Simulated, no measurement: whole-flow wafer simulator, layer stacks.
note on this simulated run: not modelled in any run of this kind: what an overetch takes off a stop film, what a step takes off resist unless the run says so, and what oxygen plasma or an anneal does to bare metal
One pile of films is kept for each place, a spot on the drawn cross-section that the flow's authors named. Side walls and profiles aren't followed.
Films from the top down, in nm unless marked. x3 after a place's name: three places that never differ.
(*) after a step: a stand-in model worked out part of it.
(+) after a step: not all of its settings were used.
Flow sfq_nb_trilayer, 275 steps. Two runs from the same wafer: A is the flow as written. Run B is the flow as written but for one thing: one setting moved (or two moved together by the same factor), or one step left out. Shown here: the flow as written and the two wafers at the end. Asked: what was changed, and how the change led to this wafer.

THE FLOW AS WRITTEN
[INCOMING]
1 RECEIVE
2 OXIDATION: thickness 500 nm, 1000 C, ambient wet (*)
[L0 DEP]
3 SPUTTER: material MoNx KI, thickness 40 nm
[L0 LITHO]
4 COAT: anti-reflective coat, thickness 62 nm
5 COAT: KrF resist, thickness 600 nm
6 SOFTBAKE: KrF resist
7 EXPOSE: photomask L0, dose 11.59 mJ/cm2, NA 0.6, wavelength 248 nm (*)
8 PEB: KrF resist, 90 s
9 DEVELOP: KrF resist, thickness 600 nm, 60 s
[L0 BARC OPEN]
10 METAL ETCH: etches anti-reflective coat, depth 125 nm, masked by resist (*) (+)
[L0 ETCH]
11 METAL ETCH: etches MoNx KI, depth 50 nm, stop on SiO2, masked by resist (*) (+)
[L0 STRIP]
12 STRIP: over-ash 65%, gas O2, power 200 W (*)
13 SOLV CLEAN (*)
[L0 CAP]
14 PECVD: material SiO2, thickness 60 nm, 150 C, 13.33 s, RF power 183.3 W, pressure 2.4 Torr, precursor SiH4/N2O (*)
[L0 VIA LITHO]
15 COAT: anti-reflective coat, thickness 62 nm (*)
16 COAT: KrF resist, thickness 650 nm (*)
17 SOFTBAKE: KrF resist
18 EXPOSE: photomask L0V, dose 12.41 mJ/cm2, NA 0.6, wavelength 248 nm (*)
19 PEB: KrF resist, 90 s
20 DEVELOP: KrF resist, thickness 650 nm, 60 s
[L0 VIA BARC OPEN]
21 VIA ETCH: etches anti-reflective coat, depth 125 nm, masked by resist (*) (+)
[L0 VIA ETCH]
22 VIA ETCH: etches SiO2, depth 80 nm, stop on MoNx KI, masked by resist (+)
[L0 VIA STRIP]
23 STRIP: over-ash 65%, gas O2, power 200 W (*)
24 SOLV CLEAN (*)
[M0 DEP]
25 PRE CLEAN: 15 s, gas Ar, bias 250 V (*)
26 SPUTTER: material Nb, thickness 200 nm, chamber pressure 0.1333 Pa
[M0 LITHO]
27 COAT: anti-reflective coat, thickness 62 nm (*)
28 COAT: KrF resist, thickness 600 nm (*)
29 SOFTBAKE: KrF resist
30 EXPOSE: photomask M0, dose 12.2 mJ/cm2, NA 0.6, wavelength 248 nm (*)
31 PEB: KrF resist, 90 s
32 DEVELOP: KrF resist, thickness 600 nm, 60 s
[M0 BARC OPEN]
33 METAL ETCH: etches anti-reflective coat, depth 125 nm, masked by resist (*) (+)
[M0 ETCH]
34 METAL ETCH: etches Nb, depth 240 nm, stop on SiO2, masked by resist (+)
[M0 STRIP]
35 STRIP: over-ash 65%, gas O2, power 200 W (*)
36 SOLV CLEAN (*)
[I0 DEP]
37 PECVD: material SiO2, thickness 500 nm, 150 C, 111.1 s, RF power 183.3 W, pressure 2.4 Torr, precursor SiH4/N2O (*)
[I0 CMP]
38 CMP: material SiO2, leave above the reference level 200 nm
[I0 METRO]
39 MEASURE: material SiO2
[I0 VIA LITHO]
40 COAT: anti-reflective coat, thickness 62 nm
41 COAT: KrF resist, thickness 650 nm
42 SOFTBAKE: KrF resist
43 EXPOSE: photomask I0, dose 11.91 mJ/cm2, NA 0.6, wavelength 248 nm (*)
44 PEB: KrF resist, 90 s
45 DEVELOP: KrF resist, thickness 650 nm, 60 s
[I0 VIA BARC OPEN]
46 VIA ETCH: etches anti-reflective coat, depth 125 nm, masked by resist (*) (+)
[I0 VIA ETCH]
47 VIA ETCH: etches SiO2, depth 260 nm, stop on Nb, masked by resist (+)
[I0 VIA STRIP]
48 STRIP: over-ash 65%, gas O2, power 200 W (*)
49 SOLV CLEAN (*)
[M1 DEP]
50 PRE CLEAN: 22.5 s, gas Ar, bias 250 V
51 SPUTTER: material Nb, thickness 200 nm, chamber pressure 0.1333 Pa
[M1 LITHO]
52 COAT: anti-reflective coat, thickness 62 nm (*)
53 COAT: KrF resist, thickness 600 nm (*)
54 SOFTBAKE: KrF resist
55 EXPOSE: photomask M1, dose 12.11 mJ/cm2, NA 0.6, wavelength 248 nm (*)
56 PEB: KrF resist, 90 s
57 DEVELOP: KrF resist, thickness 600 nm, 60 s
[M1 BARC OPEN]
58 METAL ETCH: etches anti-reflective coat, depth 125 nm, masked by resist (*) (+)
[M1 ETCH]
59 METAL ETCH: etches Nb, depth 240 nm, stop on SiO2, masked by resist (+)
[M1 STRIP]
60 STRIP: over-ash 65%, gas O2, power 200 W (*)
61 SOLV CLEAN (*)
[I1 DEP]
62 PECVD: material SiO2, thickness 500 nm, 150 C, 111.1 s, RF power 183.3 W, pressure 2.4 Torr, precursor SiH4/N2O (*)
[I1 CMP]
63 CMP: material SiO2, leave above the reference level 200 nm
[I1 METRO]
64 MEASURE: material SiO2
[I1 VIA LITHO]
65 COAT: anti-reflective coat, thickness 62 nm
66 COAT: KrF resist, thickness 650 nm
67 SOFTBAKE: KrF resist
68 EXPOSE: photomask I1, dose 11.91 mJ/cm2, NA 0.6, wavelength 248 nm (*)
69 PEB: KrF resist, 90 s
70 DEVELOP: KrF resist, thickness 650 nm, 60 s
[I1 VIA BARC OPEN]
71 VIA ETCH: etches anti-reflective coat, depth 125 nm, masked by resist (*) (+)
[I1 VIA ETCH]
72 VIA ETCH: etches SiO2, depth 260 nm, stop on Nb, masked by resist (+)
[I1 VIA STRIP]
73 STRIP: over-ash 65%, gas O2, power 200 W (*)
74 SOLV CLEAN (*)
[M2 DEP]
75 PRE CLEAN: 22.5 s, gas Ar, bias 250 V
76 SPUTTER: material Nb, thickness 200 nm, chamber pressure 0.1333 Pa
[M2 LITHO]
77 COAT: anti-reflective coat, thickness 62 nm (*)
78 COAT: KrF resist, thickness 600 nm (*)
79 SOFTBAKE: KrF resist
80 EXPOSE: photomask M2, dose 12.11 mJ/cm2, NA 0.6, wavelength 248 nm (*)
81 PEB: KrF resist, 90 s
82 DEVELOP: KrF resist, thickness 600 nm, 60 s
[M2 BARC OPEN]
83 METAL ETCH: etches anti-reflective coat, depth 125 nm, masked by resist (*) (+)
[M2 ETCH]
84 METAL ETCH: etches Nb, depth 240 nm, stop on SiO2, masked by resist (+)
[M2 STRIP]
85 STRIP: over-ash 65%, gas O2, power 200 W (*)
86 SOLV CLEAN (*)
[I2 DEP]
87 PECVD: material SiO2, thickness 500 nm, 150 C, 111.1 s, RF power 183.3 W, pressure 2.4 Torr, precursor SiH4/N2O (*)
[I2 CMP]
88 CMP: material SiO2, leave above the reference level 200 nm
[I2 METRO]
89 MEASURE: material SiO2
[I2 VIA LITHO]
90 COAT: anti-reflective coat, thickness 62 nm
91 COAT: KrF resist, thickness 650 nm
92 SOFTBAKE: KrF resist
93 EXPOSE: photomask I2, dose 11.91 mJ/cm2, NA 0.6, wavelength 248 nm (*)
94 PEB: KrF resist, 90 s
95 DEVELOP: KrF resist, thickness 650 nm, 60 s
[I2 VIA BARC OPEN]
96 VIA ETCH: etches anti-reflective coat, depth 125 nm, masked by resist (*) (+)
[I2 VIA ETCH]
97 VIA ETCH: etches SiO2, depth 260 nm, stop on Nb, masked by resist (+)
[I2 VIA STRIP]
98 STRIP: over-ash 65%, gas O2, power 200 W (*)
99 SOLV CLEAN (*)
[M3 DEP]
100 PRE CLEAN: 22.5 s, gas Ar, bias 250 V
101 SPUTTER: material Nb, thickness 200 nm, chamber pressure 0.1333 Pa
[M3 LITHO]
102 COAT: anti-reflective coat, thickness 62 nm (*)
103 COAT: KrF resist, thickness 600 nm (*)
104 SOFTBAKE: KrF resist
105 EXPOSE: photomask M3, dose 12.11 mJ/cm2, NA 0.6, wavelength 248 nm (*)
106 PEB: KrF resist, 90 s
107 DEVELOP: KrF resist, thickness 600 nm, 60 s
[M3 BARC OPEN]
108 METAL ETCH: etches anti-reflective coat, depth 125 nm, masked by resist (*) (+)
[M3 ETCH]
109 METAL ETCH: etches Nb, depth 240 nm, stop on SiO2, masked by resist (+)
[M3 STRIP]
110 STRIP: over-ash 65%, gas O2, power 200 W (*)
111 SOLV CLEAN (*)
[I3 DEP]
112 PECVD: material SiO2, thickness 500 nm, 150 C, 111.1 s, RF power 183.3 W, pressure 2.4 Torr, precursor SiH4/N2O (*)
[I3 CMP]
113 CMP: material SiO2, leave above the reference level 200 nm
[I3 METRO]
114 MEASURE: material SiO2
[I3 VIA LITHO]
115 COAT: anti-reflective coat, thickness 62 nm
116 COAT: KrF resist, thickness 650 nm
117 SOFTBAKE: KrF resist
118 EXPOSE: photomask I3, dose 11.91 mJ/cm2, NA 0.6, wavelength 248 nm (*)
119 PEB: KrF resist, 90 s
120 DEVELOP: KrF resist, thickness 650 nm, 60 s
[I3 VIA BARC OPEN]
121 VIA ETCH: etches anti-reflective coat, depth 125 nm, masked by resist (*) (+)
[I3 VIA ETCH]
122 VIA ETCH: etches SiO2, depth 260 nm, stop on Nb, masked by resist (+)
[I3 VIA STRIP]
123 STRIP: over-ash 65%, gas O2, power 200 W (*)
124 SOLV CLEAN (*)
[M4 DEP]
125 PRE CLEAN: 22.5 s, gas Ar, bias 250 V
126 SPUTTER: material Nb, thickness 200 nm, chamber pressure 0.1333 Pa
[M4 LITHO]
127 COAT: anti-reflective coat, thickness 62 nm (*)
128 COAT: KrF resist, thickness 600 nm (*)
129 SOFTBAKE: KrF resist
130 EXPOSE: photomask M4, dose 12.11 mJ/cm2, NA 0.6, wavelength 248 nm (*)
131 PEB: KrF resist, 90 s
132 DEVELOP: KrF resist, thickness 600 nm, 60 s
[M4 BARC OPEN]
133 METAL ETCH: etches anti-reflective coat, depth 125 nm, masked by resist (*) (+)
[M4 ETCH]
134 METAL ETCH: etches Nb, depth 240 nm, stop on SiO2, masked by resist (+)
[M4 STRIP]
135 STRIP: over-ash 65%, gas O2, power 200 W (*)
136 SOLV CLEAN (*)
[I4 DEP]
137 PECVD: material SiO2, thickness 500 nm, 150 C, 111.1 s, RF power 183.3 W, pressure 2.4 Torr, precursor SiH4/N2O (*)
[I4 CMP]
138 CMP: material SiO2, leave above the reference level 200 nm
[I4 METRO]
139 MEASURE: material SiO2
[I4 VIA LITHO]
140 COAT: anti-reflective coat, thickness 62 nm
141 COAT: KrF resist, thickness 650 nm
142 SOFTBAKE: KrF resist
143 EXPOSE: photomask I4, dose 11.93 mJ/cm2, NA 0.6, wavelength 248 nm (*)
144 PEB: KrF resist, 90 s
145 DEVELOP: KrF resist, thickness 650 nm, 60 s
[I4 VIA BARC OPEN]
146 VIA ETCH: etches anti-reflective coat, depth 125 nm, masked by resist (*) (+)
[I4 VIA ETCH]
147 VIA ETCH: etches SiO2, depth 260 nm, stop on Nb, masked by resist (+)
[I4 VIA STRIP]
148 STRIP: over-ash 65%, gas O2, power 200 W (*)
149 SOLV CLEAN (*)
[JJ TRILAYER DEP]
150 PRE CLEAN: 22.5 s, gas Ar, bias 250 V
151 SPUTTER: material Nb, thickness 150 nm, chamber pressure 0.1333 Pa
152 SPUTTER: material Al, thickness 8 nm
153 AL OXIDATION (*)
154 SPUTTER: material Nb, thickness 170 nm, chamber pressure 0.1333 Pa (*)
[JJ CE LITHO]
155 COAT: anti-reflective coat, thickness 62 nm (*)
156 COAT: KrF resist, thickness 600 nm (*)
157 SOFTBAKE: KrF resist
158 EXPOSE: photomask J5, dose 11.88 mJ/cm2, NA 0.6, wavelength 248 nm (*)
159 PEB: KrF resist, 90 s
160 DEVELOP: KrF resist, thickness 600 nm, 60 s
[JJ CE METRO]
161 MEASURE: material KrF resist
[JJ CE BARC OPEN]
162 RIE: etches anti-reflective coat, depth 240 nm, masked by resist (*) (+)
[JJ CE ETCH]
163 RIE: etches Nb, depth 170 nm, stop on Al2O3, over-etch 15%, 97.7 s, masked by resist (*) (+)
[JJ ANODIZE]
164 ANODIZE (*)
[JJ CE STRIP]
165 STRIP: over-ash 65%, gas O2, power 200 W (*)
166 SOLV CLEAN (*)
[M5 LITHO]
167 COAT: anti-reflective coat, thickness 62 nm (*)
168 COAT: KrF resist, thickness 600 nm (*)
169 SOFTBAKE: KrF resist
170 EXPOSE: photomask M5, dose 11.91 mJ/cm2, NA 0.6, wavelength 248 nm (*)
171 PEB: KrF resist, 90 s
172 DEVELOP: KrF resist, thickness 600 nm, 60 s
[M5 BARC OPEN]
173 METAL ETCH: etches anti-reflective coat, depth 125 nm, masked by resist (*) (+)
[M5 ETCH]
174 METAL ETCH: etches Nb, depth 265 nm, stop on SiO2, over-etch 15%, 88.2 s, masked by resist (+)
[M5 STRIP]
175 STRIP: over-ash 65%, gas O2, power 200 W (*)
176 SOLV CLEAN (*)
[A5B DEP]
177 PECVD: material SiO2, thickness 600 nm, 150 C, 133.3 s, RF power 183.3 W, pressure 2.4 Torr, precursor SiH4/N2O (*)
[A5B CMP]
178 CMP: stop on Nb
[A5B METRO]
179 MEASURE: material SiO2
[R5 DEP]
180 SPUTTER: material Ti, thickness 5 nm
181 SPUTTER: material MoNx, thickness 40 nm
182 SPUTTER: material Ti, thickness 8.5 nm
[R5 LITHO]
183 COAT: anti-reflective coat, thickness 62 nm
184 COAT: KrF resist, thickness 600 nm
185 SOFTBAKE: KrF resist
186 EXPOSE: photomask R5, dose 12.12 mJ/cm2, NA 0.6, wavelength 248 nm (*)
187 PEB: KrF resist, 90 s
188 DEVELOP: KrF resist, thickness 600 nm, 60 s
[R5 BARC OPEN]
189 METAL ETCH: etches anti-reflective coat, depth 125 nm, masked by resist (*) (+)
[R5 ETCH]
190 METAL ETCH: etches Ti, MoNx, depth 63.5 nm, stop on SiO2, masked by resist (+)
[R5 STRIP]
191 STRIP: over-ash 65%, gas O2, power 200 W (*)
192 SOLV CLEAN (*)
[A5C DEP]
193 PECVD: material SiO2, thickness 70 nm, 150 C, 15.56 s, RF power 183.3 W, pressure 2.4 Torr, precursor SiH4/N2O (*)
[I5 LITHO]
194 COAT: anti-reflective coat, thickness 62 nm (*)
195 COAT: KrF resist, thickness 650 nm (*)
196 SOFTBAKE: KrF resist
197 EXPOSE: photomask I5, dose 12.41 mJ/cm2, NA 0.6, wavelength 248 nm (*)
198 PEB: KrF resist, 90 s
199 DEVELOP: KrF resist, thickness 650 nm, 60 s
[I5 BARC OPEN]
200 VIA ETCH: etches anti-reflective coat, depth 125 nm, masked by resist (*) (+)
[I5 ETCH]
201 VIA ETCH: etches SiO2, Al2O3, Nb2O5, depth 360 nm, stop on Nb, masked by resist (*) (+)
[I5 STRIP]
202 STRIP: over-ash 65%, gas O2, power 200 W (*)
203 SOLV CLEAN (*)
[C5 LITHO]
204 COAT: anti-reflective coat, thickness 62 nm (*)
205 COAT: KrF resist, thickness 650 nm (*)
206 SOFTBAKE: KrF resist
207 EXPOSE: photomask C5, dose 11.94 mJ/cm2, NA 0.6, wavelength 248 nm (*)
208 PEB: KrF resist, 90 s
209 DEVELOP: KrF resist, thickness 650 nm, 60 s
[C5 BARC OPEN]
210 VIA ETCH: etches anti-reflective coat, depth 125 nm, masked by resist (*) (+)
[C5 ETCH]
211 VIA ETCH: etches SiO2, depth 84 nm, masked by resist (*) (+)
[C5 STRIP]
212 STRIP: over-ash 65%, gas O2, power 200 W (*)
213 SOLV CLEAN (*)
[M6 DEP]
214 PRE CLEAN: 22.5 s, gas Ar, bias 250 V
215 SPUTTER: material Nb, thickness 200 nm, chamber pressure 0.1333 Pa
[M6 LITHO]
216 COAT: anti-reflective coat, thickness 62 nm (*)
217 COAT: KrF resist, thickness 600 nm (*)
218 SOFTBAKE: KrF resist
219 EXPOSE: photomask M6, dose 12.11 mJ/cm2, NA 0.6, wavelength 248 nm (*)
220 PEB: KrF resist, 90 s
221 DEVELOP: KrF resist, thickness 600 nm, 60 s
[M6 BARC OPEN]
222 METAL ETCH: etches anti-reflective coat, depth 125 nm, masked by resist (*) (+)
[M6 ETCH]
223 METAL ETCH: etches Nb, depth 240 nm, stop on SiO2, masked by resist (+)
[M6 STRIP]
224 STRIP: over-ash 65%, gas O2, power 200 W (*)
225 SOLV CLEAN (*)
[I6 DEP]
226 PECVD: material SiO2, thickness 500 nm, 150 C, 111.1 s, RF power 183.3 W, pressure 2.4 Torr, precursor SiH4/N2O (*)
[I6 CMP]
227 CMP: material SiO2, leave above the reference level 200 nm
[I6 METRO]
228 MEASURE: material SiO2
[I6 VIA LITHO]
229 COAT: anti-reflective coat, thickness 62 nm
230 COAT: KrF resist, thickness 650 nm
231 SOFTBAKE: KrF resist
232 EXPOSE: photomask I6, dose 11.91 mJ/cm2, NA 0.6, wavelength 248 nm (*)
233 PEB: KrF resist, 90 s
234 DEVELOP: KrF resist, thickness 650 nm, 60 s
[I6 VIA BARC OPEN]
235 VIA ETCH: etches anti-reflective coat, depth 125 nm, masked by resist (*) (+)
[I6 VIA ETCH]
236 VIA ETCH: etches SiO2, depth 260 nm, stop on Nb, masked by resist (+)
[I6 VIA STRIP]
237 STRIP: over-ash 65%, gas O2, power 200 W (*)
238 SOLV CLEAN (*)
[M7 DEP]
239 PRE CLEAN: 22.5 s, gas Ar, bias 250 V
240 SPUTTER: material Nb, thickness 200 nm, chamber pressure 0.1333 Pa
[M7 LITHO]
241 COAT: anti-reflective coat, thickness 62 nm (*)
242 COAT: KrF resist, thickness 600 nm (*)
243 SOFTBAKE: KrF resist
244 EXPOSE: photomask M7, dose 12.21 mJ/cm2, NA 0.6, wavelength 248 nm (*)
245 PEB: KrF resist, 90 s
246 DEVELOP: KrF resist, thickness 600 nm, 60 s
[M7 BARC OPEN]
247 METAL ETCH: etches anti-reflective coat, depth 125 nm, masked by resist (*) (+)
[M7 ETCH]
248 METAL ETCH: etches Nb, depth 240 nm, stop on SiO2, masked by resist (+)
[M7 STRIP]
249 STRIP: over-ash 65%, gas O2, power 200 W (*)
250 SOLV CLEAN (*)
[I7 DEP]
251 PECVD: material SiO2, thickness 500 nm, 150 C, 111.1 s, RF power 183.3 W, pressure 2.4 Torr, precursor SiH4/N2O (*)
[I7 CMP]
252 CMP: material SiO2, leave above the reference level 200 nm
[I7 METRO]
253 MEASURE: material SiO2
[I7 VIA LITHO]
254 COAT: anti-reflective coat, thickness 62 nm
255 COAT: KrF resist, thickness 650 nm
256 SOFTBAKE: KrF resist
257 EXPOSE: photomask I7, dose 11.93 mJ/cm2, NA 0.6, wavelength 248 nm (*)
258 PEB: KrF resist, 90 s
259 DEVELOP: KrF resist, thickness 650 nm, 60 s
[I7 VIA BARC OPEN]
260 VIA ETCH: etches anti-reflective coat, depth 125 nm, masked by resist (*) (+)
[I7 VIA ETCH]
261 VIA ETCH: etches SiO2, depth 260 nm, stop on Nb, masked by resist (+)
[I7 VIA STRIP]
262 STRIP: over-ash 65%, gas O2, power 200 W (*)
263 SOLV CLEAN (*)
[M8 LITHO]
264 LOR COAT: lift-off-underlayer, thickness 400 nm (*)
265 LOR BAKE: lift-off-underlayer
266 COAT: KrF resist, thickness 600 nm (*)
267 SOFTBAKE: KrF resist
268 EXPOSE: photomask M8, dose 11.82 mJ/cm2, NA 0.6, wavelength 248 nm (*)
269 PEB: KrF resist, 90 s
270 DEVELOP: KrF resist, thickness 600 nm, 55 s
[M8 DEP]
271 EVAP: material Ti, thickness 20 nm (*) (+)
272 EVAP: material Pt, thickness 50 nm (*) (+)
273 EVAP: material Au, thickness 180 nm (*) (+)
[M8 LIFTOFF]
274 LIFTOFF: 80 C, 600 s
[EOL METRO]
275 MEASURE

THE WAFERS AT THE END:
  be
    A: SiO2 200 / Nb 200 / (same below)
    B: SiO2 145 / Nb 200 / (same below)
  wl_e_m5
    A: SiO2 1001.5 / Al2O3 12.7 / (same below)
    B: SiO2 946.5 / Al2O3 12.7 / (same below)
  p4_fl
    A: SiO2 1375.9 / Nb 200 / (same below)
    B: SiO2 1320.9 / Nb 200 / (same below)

The cause: step 252, CMP: leave above the reference level 145 nm was run, where the flow has leave above the reference level 200 nm.
It can be read off the wafer: be has SiO2 145, and step 252 as written asks for 200 nm.

How the change led to this, step by step:
  252 CMP: material SiO2, leave above the reference level 200 nm
      field_l, p4_fl, p4_fm and 56 more: A SiO2 -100 | B SiO2 -155
      v_sur, via_wl, via_w and 37 more: A SiO2 -300 | B SiO2 -355
      (and at 7 more places)
  261 VIA ETCH: etches SiO2, depth 260 nm, stop on Nb, masked by resist (+)
      field_l, v_sur, via_sp and 100 more: A KrF resist -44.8 | B KrF resist -37.5
      via_wl, via_w, via_wr: A SiO2 -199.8 (all of it) | B SiO2 -144.8 (all of it)
  264 LOR COAT: lift-off-underlayer, thickness 400 nm (*)
      via_wl, via_wr: A lift-off-underlayer +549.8 (new film) | B lift-off-underlayer +508.6 (new film)
      v_sur: A lift-off-underlayer +369.4 (new film) | B lift-off-underlayer +377.8 (new film)
      (and at 1 more place)
  270 DEVELOP: KrF resist, thickness 600 nm, 55 s
      v_sur: A KrF resist -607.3 (all of it), lift-off-underlayer -369.4 (all of it) | B KrF resist -605 (all of it), lift-off-underlayer -377.8 (all of it)
      via_wl: A KrF resist -623.9 (all of it), lift-off-underlayer -549.8 (all of it) | B KrF resist -617 (all of it), lift-off-underlayer -508.6 (all of it)
      (and at 2 more places)
